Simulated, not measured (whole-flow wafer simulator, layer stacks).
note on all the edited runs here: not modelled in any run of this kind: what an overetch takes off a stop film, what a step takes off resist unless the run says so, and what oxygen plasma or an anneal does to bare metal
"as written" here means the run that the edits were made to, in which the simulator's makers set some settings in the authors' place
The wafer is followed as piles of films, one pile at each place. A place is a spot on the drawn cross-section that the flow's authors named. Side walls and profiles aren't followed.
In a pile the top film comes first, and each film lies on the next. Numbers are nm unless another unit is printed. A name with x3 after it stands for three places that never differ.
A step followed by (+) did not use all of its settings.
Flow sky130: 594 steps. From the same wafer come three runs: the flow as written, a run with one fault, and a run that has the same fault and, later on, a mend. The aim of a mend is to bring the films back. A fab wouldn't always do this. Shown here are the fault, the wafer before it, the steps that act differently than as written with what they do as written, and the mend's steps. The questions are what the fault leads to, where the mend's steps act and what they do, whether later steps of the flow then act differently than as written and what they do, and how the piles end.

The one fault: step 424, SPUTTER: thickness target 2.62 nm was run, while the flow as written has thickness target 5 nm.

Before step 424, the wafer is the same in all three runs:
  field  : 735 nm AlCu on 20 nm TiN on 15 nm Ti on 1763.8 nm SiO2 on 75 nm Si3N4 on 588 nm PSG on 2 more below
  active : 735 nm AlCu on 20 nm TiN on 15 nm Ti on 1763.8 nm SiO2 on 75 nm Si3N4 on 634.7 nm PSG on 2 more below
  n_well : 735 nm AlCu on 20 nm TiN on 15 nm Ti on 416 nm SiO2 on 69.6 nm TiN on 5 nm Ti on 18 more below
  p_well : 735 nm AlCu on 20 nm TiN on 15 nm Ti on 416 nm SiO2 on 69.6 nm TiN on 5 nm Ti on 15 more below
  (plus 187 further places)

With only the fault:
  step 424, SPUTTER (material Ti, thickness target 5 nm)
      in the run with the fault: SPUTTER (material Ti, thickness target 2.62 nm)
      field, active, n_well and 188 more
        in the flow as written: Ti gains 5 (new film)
        in the run with the fault: Ti gains 2.62 (new film)
  Later steps of the flow acting differently than as written (23 other steps are not shown; they differ only slightly, by no more than 2% or 0.5 nm, whichever is larger):
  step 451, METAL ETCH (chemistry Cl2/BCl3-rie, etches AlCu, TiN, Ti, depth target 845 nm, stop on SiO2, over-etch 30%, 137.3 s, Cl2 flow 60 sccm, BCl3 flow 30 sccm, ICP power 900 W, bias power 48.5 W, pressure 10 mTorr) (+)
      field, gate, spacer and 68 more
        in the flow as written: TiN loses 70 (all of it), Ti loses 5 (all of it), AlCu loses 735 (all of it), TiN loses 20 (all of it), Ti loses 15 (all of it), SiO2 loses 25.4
        in the run with the fault: TiN loses 70 (all of it), Ti loses 2.62 (all of it), AlCu loses 735 (all of it), TiN loses 20 (all of it), Ti loses 15 (all of it), SiO2 loses 25.6
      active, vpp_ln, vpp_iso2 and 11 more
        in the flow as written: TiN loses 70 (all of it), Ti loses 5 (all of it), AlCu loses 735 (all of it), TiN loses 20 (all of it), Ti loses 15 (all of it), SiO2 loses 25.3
        in the run with the fault: TiN loses 70 (all of it), Ti loses 2.62 (all of it), AlCu loses 735 (all of it), TiN loses 20 (all of it), Ti loses 15 (all of it), SiO2 loses 25.6
  The piles end different from the flow's at n_well, p_well, gate_hv and 104 more by more than 2% or 0.5 nm, whichever is larger.
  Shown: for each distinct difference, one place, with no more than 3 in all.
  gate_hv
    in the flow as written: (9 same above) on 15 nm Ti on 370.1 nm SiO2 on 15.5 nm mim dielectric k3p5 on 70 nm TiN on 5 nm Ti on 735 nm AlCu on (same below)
    in the run with the fault: (9 same above) on 15 nm Ti on 372.5 nm SiO2 on 15.5 nm mim dielectric k3p5 on 70 nm TiN on 2.62 nm Ti on 735 nm AlCu on (same below)
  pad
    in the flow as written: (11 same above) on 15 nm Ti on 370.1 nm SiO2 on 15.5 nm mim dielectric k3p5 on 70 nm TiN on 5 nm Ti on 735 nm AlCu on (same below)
    in the run with the fault: (11 same above) on 15 nm Ti on 372.5 nm SiO2 on 15.5 nm mim dielectric k3p5 on 70 nm TiN on 2.62 nm Ti on 735 nm AlCu on (same below)
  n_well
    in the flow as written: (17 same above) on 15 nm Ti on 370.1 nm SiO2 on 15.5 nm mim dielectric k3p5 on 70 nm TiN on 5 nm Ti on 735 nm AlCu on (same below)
    in the run with the fault: (17 same above) on 15 nm Ti on 372.5 nm SiO2 on 15.5 nm mim dielectric k3p5 on 70 nm TiN on 2.62 nm Ti on 735 nm AlCu on (same below)

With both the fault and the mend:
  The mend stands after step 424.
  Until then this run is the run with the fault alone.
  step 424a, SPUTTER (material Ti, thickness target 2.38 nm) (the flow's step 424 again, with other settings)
      field, active, n_well and 188 more
        Ti gains 2.38
  None of the later steps of the flow acts differently than as written at any place that is followed.
  At every place that both follow, the piles at the end match the flow's.
